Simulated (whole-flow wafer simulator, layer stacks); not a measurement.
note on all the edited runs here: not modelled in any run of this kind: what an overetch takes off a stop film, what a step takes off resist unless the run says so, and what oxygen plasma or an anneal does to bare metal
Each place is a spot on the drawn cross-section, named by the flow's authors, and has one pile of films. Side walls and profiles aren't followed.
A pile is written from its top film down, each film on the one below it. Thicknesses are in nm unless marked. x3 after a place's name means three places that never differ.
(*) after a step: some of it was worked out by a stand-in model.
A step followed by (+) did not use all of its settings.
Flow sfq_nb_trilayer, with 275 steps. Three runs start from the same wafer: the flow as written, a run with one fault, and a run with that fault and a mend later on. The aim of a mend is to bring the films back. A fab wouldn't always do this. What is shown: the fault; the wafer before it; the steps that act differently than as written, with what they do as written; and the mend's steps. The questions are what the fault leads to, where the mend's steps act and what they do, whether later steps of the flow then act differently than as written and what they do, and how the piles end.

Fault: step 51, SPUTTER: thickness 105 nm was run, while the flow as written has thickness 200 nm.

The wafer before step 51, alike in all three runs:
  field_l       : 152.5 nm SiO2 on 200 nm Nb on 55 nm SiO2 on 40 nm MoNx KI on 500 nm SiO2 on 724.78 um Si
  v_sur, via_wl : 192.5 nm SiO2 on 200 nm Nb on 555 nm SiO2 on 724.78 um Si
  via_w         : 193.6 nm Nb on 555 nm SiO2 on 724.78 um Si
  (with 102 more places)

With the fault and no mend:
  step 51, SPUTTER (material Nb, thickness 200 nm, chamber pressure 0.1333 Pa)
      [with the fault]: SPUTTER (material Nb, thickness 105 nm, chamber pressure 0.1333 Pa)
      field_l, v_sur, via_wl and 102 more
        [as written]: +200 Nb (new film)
        [with the fault]: +105 Nb (new film)
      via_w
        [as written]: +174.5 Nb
        [with the fault]: +92.5 Nb
  Later steps of the flow acting differently than as written (3 more steps, not shown, differ only slightly: by at most 2% or 0.5 nm, whichever is larger):
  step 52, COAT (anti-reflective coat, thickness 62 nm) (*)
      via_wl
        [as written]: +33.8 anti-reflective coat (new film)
        [with the fault]: +33 anti-reflective coat (new film)
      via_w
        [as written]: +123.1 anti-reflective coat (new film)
        [with the fault]: +119 anti-reflective coat (new film)
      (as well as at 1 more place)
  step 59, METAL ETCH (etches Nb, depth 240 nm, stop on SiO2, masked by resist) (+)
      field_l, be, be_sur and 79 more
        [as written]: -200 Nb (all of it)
        [with the fault]: -105 Nb (all of it)
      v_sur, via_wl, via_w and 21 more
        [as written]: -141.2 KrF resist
        [with the fault]: -92.6 KrF resist
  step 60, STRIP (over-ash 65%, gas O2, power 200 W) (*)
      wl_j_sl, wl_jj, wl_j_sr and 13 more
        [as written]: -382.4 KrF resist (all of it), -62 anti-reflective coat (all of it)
        [with the fault]: -430.9 KrF resist (all of it), -62 anti-reflective coat (all of it)
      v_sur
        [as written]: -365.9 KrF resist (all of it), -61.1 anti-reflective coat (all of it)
        [with the fault]: -415.2 KrF resist (all of it), -60.9 anti-reflective coat (all of it)
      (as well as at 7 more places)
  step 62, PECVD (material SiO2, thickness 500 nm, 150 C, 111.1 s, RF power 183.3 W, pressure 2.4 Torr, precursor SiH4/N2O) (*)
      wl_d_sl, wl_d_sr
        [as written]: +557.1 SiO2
        [with the fault]: +500 SiO2
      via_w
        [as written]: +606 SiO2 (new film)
        [with the fault]: +582.7 SiO2 (new film)
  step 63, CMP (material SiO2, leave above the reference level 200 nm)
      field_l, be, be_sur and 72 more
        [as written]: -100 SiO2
        [with the fault]: -195 SiO2
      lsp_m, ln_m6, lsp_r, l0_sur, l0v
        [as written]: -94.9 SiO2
        [with the fault]: -195 SiO2
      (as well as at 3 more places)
  At field_l, v_sur, via_wl and 103 more, the piles at the end differ from the flow's by more than 2% or 0.5 nm, whichever is larger.
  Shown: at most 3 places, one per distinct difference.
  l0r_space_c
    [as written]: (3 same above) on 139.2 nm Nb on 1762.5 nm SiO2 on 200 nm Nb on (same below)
    [with the fault]: (3 same above) on 139.2 nm Nb on 1667.5 nm SiO2 on 200 nm Nb on (same below)
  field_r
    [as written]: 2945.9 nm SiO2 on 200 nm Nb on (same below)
    [with the fault]: 2850.9 nm SiO2 on 200 nm Nb on (same below)
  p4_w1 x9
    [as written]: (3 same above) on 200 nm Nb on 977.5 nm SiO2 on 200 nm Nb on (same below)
    [with the fault]: (3 same above) on 200 nm Nb on 882.5 nm SiO2 on 200 nm Nb on (same below)

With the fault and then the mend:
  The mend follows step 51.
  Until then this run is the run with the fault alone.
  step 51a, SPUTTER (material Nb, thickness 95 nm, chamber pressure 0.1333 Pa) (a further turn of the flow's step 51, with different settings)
      field_l, v_sur, via_wl and 102 more
        +95 Nb
      via_w
        +77.9 Nb
  Later steps of the flow that are run all act as written at every place that is followed, up to a difference of at most 2% or 0.5 nm, whichever is larger.
  The piles end only slightly different from the flow's at the places that both follow, by no more than 2% or 0.5 nm, whichever is larger.
